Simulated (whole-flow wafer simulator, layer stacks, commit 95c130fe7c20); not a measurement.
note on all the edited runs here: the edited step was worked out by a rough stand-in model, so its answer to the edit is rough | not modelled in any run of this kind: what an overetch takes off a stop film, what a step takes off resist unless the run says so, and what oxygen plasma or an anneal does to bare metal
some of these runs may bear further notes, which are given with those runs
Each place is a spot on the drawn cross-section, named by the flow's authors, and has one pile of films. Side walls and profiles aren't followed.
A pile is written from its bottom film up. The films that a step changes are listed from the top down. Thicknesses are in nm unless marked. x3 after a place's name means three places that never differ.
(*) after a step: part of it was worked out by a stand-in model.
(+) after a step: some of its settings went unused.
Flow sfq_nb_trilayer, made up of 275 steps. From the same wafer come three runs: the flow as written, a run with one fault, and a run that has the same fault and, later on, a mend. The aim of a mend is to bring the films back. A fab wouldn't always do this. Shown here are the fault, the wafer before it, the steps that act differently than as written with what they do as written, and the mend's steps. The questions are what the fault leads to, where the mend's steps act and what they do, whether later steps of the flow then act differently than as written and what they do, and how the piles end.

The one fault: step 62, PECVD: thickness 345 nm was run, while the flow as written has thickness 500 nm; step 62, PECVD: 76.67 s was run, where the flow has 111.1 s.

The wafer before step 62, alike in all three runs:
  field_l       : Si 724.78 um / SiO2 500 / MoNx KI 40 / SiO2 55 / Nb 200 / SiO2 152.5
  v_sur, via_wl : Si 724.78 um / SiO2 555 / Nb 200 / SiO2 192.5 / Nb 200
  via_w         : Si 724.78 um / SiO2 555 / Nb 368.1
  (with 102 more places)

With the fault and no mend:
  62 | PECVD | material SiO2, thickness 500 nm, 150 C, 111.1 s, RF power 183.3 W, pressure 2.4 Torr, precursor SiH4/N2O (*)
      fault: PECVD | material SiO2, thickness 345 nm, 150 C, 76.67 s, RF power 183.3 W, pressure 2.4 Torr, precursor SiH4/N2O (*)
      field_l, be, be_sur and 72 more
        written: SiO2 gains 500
        fault: SiO2 gains 345
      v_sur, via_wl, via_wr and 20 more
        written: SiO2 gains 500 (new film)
        fault: SiO2 gains 345 (new film)
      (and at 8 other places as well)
  Later steps of the flow acting differently than as written (not shown: 6 more steps that differ only slightly, by at most 2% or 0.5 nm, whichever is larger):
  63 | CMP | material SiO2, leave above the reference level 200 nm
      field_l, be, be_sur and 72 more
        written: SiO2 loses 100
        fault: nothing
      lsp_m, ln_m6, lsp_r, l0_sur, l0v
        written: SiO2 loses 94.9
        fault: nothing
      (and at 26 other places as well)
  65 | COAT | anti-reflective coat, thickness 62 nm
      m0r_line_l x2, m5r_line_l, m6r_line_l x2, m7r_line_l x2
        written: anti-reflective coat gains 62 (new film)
        fault: anti-reflective coat gains 63.5 (new film)
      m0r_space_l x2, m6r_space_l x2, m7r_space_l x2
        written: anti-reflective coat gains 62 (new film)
        fault: anti-reflective coat gains 69.9 (new film)
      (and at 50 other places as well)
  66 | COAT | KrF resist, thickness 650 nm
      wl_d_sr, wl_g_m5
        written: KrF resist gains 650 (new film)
        fault: KrF resist gains 664.9 (new film)
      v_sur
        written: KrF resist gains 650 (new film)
        fault: KrF resist gains 628.1 (new film)
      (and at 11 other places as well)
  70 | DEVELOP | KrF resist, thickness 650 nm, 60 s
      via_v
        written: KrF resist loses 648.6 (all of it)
        fault: KrF resist loses 629 (all of it)
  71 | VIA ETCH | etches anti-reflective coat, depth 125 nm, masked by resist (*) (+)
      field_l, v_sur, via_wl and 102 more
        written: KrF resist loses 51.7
        fault: KrF resist loses 48.1
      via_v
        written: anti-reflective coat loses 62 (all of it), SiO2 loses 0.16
        fault: anti-reflective coat loses 57.7 (all of it), SiO2 loses 0.14
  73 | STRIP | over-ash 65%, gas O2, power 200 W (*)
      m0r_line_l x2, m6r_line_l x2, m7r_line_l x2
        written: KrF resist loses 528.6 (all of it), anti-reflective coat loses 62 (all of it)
        fault: KrF resist loses 542.6 (all of it), anti-reflective coat loses 63.5 (all of it)
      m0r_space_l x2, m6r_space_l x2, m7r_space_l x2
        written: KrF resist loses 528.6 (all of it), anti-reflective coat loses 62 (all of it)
        fault: KrF resist loses 538.3 (all of it), anti-reflective coat loses 69.9 (all of it)
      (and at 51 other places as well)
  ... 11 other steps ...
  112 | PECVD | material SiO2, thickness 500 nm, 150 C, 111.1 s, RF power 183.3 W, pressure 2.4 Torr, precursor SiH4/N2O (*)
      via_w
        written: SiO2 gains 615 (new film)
        fault: SiO2 gains 665.4 (new film)
  The piles end different from the flow's at via_w by more than 2% or 0.5 nm, whichever is larger.
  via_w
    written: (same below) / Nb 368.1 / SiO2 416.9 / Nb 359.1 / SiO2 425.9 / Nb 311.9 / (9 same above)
    fault: (same below) / Nb 368.1 / SiO2 375.4 / Nb 350.3 / SiO2 476.3 / Nb 311.9 / (9 same above)

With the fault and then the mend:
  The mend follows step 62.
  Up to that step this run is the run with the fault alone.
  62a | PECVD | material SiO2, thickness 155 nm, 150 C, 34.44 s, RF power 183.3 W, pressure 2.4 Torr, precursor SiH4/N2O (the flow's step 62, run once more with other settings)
      field_l, v_sur, via_wl and 102 more
        SiO2 gains 155
      via_w
        SiO2 gains 146.3
  Later steps of the flow acting differently than as written:
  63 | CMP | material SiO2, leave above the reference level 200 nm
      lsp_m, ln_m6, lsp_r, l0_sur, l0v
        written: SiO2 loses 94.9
        mend: SiO2 loses 100
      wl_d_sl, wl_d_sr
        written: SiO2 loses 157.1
        mend: SiO2 loses 100
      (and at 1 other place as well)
  The piles end the same as the flow's at every place that both follow.
